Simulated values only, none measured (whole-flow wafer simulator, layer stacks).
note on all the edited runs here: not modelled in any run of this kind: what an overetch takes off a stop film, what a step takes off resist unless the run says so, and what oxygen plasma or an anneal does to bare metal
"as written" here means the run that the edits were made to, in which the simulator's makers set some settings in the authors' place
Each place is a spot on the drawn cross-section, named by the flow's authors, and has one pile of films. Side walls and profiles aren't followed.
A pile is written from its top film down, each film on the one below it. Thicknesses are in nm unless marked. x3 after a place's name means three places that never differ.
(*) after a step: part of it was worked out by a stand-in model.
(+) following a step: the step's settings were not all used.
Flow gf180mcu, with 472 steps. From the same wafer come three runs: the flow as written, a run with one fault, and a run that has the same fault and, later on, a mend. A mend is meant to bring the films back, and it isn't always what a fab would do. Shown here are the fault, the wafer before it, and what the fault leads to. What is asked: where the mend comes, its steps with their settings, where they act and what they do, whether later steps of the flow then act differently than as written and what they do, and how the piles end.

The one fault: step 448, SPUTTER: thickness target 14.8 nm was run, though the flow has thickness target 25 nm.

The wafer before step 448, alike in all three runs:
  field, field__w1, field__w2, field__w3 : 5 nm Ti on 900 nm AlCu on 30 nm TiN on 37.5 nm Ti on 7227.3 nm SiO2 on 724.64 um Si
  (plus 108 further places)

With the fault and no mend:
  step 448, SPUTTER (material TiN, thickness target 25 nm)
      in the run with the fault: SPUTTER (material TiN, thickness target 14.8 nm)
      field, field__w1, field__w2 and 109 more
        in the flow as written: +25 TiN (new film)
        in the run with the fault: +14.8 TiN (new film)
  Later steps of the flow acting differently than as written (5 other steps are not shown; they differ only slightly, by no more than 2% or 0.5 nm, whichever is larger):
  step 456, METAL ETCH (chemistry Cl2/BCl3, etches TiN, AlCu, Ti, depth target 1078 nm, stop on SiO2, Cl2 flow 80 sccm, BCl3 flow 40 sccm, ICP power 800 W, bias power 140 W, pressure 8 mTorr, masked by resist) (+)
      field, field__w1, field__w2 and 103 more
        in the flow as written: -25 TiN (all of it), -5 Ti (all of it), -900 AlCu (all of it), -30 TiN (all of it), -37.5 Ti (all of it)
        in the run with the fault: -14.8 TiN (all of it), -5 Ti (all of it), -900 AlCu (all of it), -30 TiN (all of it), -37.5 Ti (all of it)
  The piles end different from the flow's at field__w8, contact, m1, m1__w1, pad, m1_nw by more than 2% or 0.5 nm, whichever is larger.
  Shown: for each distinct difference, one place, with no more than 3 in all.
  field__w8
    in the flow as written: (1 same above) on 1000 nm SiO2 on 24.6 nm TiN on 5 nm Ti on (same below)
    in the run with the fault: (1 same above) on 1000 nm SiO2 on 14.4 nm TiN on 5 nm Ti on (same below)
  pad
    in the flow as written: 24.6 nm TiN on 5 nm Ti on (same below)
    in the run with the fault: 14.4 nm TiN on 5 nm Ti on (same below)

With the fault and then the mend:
  After step 455 comes the mend.
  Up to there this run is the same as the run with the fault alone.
  step 455a, STRIP (chemistry O2/N2, power 2160 W, pressure 1700 mTorr) (*)
      field__w8, contact, m1, m1__w1, pad, m1_nw
        -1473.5 resist (all of it)
  step 455b, SPUTTER (material TiN, thickness target 10.2 nm) (the flow's step 448, run once more with other settings)
      field, field__w1, field__w2 and 109 more
        +10.2 TiN
  step 455c, HMDS (120 C, 60 s) (the flow's step 450, run once more)
      leaves every film unchanged at each place that is followed
  step 455d, COAT (resist, thickness 1500 nm) (the flow's step 451, run once more)
      field, field__w1, field__w2 and 109 more
        +1500 resist (new film)
  step 455e, SOFTBAKE (resist) (the flow's step 452, run once more)
      leaves every film unchanged at each place that is followed
  step 455f, EXPOSE (photomask MetalTop) (the flow's step 453, run once more)
      leaves every film unchanged at each place that is followed
  step 455g, PEB (resist, 70.3 s) (the flow's step 454, run once more)
      field, field__w1, field__w2 and 109 more
        -26.5 resist
  step 455h, DEVELOP (thickness 1500 nm, 60 s) (the flow's step 455, run once more)
      field, field__w1, field__w2 and 103 more
        -1473.5 resist (all of it)
  None of the later steps of the flow acts differently than as written at any place that is followed.
  The piles end the same as the flow's at every place that both follow.
